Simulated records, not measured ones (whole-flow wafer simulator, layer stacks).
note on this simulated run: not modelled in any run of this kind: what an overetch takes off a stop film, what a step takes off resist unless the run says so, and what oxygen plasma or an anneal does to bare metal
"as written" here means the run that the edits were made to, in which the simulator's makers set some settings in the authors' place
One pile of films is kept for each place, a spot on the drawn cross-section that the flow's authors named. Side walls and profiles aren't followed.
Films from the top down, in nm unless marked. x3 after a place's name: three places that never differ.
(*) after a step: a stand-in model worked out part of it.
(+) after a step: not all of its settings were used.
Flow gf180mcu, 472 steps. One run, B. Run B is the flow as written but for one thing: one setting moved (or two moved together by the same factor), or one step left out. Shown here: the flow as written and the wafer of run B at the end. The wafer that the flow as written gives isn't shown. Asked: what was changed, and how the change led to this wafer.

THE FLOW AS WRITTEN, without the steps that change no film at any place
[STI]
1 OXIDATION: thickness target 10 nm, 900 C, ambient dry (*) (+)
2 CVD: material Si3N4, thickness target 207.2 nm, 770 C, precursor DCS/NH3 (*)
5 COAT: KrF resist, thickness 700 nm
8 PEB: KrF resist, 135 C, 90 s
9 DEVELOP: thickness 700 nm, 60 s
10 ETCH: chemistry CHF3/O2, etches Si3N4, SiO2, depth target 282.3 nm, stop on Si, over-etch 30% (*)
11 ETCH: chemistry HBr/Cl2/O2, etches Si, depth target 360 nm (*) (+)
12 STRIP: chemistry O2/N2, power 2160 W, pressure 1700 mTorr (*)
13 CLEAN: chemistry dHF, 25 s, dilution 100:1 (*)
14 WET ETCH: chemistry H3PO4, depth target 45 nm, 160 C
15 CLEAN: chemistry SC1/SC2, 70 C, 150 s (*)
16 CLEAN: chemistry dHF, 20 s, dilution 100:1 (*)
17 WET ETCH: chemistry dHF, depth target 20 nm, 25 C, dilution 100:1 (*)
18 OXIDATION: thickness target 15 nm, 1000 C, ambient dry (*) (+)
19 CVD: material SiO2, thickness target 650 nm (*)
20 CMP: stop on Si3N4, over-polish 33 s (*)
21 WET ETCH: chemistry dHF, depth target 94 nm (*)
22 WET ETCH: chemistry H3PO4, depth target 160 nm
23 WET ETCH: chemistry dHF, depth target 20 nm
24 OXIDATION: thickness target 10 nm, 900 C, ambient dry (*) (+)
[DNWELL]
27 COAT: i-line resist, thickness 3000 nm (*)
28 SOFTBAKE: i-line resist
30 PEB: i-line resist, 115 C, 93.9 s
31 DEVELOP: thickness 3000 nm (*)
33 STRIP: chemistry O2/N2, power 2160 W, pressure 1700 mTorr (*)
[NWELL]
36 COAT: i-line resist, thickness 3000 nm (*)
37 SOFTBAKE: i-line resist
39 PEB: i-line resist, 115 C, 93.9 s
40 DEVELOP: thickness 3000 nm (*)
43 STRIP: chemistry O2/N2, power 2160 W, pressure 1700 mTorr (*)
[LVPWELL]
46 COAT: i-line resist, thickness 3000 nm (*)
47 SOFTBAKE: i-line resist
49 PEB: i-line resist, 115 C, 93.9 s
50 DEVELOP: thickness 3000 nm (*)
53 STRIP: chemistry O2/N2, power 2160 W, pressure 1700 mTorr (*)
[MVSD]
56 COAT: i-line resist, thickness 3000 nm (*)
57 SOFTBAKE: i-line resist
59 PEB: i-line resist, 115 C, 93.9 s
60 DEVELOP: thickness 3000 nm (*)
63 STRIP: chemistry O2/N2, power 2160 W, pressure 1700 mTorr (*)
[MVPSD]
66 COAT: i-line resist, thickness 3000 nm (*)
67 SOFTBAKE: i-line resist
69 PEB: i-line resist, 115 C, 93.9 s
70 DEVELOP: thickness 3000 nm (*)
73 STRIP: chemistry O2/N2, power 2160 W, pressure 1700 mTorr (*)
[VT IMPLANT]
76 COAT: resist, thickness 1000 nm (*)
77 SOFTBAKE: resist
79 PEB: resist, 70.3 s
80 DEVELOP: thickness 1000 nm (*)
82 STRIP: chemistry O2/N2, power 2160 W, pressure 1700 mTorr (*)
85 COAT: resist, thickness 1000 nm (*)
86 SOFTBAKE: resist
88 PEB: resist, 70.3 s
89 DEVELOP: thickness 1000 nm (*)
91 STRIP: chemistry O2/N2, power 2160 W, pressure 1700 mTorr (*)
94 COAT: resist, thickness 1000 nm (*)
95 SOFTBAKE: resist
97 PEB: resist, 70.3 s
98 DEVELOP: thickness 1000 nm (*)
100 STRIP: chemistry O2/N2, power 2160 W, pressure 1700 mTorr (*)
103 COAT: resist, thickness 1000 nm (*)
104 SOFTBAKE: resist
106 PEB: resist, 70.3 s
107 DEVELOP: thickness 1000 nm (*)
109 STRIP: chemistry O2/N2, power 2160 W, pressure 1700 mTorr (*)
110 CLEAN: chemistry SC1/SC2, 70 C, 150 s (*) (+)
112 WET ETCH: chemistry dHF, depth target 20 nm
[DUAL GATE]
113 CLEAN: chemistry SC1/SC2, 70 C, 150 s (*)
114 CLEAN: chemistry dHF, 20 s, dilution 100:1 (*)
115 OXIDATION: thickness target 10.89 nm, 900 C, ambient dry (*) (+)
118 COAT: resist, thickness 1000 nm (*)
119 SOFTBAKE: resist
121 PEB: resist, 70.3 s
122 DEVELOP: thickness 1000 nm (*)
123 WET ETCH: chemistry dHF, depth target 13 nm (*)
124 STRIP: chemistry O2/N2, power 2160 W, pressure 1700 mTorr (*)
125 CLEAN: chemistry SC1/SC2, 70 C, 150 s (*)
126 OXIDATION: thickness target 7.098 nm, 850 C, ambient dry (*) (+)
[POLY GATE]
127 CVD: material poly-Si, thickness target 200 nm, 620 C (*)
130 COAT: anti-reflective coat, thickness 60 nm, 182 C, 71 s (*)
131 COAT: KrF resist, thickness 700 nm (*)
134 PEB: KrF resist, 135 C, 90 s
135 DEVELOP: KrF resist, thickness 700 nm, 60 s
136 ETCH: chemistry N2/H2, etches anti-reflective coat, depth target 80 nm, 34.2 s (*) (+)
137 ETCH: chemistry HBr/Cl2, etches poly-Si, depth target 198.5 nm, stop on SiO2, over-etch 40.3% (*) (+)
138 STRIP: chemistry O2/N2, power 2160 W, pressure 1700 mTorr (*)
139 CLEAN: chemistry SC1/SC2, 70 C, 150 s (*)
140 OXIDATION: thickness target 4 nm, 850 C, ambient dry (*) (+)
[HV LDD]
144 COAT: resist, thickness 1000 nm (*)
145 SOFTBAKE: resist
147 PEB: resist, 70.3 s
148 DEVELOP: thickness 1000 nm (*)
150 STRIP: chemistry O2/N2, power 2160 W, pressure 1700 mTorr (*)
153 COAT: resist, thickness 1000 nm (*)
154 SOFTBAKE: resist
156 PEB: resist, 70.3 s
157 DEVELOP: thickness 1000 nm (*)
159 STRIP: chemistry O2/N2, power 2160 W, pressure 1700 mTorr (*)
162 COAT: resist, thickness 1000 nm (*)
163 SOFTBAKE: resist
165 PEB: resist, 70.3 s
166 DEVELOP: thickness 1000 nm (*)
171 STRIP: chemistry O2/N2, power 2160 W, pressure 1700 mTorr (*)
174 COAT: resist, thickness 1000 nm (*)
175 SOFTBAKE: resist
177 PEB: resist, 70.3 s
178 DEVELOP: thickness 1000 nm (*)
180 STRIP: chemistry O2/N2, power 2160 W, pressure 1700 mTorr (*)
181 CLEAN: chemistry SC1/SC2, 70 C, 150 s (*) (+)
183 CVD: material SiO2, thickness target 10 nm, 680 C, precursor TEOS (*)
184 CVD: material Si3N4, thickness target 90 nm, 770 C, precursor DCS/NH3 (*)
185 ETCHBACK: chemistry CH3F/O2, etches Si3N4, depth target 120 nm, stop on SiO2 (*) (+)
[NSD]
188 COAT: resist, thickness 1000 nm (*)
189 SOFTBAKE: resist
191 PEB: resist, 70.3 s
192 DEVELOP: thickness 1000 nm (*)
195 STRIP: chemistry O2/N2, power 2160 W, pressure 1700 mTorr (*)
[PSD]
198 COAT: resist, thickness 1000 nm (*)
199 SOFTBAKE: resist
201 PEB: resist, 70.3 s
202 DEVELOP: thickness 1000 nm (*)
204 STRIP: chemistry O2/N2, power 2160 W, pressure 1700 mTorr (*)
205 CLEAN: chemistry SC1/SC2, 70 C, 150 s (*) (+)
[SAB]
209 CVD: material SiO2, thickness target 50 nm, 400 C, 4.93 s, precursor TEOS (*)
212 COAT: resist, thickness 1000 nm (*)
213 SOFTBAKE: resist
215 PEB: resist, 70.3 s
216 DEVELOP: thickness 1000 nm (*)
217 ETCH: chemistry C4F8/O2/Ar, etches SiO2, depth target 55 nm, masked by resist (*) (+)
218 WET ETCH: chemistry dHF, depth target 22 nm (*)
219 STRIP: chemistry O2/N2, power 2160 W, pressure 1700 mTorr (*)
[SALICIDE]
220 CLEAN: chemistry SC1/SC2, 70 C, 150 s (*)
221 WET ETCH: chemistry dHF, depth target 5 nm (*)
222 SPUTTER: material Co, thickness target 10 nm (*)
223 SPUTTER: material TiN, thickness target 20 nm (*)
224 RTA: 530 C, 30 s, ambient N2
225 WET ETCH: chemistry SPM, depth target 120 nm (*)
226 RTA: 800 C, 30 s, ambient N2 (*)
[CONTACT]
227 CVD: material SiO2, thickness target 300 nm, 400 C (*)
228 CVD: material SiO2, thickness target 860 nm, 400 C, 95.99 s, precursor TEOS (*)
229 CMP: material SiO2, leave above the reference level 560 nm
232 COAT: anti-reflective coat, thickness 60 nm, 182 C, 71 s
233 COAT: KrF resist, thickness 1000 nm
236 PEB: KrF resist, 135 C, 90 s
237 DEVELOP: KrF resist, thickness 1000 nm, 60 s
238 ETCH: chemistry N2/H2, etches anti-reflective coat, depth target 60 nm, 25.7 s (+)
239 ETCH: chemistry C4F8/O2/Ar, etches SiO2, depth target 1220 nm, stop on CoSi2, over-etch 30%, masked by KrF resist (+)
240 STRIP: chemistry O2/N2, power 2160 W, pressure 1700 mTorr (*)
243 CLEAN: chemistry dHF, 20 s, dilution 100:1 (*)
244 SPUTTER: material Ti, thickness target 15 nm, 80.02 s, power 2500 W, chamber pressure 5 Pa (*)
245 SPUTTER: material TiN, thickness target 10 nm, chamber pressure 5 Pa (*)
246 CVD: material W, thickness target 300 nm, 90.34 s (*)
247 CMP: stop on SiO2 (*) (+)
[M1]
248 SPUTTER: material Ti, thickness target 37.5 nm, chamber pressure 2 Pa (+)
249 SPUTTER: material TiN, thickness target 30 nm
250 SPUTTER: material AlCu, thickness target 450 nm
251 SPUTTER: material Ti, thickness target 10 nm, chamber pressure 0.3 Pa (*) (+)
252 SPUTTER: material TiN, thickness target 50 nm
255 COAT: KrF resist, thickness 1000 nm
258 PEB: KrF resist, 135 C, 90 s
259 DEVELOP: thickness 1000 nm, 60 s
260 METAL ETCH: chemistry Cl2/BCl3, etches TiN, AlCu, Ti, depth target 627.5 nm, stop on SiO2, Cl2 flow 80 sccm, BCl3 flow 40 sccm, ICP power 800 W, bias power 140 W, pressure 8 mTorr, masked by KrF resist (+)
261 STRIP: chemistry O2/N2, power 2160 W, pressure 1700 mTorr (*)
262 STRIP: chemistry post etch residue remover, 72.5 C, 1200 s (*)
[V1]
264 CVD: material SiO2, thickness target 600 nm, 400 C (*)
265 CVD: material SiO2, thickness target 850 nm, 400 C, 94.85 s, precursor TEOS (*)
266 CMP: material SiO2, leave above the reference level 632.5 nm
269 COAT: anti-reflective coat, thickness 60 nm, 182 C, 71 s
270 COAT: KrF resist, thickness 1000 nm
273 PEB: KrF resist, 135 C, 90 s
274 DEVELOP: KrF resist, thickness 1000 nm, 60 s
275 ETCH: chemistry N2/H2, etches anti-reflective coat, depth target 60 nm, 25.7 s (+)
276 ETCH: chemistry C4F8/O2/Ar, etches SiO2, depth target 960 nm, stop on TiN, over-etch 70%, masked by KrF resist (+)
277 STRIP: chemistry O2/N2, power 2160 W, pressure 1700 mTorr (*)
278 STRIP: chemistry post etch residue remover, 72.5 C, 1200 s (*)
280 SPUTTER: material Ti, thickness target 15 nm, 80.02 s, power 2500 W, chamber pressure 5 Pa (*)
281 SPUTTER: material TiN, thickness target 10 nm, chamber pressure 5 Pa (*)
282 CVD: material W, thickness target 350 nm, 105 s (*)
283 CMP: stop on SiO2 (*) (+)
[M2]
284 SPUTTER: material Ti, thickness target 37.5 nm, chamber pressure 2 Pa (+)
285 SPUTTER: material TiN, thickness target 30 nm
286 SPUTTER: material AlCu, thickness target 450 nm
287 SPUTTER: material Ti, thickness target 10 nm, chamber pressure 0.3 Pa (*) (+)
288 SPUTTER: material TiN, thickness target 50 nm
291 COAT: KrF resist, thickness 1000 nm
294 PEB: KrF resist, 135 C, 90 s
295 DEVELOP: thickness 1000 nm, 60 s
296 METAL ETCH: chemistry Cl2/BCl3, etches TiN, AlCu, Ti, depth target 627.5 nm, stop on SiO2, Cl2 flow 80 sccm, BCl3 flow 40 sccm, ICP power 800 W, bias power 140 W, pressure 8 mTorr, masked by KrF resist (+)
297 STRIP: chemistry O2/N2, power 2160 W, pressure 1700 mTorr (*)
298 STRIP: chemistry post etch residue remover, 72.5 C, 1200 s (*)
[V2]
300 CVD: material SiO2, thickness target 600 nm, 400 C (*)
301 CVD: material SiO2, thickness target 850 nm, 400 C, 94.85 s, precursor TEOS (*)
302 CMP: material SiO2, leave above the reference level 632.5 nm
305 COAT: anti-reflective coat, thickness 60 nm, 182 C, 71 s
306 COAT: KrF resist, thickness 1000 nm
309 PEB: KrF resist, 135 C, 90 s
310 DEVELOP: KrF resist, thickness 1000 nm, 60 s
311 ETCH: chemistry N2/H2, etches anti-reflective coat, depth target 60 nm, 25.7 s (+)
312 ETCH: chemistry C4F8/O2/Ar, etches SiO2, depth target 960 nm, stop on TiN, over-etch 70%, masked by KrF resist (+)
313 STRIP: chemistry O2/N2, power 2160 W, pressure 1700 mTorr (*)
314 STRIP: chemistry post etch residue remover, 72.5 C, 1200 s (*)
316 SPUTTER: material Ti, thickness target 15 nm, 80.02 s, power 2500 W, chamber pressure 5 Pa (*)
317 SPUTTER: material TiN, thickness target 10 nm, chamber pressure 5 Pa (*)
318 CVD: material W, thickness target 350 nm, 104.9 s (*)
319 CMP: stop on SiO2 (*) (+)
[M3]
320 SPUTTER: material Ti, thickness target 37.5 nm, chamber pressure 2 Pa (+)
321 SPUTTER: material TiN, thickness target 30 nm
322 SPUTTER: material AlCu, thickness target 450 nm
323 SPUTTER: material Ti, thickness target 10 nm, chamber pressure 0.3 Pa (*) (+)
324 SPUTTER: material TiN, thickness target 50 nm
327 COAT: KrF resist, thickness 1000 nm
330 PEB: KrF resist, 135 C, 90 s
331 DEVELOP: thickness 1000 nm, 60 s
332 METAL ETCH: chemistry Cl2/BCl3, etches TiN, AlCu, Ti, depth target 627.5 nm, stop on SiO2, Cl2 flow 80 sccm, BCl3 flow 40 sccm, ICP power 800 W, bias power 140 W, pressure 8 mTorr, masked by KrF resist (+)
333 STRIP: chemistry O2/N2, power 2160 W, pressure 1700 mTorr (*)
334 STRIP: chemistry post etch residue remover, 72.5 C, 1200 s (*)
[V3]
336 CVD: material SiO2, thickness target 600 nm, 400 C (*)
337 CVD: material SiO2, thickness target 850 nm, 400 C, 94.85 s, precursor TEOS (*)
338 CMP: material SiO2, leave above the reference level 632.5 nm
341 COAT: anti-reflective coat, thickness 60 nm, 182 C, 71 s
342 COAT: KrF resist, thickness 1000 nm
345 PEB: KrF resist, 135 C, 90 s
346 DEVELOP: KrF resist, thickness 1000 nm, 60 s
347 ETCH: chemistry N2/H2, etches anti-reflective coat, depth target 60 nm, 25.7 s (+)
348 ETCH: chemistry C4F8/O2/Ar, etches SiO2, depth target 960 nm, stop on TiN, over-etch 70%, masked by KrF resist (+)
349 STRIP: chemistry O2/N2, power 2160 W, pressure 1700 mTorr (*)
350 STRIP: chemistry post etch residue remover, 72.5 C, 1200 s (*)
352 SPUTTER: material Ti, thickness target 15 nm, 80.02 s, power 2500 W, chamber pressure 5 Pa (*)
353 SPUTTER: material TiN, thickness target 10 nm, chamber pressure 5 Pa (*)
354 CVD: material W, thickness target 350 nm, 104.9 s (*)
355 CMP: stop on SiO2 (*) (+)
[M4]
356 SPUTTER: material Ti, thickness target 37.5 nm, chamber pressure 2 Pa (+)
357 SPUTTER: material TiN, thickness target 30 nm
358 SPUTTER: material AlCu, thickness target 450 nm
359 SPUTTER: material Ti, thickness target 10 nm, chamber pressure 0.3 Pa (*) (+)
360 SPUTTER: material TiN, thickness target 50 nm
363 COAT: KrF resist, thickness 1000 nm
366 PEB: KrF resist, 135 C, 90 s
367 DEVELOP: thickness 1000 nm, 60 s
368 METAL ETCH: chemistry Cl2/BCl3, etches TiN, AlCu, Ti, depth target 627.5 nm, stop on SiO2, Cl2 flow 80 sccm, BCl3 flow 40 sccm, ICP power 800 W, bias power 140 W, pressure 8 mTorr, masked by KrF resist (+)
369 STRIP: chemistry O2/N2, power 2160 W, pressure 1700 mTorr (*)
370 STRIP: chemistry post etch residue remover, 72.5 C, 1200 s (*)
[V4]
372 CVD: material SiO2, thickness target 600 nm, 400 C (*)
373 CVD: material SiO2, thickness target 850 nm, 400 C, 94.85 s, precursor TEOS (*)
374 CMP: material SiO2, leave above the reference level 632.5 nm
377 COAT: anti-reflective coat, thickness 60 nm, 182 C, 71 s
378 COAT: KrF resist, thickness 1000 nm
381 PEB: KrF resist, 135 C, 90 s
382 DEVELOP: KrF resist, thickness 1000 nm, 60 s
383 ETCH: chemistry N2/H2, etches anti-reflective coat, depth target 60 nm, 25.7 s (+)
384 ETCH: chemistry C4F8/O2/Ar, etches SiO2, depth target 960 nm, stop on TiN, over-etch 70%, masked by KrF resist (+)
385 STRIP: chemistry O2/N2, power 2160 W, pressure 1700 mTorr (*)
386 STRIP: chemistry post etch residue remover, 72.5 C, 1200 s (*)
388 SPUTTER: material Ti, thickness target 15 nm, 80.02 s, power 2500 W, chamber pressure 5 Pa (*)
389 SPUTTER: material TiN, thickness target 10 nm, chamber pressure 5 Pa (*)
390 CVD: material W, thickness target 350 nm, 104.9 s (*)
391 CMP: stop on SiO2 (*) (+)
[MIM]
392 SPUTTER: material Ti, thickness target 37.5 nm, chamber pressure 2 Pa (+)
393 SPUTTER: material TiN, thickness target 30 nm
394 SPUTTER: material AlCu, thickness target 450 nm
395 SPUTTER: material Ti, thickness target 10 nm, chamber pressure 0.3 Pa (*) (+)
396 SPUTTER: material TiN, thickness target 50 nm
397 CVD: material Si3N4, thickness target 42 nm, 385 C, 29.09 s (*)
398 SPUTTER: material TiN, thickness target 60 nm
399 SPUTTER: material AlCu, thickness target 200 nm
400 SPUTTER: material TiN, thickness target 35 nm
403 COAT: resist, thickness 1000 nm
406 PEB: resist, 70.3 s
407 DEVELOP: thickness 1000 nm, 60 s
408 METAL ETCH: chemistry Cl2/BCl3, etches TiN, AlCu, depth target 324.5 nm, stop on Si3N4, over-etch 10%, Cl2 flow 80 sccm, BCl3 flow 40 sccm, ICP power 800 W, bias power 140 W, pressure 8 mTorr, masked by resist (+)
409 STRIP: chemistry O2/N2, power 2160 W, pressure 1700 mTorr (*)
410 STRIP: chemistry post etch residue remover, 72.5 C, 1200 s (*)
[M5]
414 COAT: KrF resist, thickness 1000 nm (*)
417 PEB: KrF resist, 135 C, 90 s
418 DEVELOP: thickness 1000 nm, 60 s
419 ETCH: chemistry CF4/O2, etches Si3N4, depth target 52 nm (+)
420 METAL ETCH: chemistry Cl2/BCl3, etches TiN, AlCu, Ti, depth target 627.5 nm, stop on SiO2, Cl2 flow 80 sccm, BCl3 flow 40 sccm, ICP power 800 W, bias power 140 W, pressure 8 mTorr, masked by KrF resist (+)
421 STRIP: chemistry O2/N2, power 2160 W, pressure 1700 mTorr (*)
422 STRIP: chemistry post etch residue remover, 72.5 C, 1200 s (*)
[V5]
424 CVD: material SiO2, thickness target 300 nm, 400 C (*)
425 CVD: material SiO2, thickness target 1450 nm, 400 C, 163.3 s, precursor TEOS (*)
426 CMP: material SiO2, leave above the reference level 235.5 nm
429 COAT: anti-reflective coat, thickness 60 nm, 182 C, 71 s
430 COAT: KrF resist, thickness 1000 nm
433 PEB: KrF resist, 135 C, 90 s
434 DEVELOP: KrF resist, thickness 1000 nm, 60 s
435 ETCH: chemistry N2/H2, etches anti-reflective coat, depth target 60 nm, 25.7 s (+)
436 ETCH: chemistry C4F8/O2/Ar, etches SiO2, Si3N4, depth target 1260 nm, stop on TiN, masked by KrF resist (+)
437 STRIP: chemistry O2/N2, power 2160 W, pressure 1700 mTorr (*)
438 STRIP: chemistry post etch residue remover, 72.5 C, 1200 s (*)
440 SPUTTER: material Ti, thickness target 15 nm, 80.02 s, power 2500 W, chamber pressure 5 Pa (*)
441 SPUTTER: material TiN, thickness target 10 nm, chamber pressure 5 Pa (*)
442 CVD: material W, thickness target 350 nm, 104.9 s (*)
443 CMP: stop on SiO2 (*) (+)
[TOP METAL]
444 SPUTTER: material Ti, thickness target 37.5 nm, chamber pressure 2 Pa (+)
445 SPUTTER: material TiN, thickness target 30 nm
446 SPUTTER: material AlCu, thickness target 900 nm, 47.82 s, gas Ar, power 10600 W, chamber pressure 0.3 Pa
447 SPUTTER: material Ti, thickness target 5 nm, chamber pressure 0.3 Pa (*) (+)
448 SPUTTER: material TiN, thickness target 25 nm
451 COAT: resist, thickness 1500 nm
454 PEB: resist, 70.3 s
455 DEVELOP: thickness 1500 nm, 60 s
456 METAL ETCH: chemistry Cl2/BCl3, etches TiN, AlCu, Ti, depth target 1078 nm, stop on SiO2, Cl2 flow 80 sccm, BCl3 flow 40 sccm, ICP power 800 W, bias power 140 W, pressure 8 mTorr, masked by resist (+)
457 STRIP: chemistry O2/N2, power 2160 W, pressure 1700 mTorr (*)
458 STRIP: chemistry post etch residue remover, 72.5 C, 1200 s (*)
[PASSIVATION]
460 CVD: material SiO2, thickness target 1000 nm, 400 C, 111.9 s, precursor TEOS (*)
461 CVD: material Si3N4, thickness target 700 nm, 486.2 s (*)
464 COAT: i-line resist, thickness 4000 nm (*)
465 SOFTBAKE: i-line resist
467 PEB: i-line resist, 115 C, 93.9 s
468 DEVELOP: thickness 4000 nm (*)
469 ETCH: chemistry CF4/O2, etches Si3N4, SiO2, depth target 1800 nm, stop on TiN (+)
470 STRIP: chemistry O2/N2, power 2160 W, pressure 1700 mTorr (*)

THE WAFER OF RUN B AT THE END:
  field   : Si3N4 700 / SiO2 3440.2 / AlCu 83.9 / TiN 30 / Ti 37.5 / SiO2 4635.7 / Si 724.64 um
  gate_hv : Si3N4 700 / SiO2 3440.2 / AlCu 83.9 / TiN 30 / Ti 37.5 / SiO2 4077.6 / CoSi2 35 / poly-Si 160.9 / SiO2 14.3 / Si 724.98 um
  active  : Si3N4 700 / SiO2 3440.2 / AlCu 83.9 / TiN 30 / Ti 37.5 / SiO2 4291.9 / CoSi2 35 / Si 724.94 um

The cause: step 368, METAL ETCH: depth target 420.4 nm was run, where the flow has depth target 627.5 nm.

How the change led to this, step by step:
  368 METAL ETCH: chemistry Cl2/BCl3, etches TiN, AlCu, Ti, depth target 627.5 nm, stop on SiO2, Cl2 flow 80 sccm, BCl3 flow 40 sccm, ICP power 800 W, bias power 140 W, pressure 8 mTorr, masked by KrF resist (+)
      field, field__w1, field__w2 and 103 more: TiN -50 (all of it), Ti -10 (all of it), AlCu -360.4 (as written it would be: TiN -50 (all of it), Ti -10 (all of it), AlCu -450 (all of it), TiN -30 (all of it), Ti -37.5 (all of it))
      field__w8, contact, m1, m1__w1, m1_nw: KrF resist -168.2 (as written it would be: KrF resist -251)
  369 STRIP: chemistry O2/N2, power 2160 W, pressure 1700 mTorr (*)
      field__w8, contact, m1, m1__w1, m1_nw: KrF resist -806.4 (all of it) (as written it would be: KrF resist -723.5 (all of it))
  370 STRIP: chemistry post etch residue remover, 72.5 C, 1200 s (*)
      field, field__w1, field__w2 and 103 more: AlCu -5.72 (as written it would be: nothing)
  372 CVD: material SiO2, thickness target 600 nm, 400 C (*)
      field, field__w1, field__w2 and 103 more: SiO2 +600 (new film) (as written it would be: SiO2 +600)
  374 CMP: material SiO2, leave above the reference level 632.5 nm
      field, field__w1, field__w2 and 103 more: SiO2 -451.4 (as written it would be: SiO2 -300)
Counting metal films that touch as one body, field has 1 body; the flow as written gives 0 bodies.
Counting metal films that touch as one body, gate_hv has 2 bodies (between them, from the top down: SiO2 4077.6); the flow as written gives 1 body.
Counting metal films that touch as one body, active has 2 bodies (between them, from the top down: SiO2 4291.9); the flow as written gives 1 body.
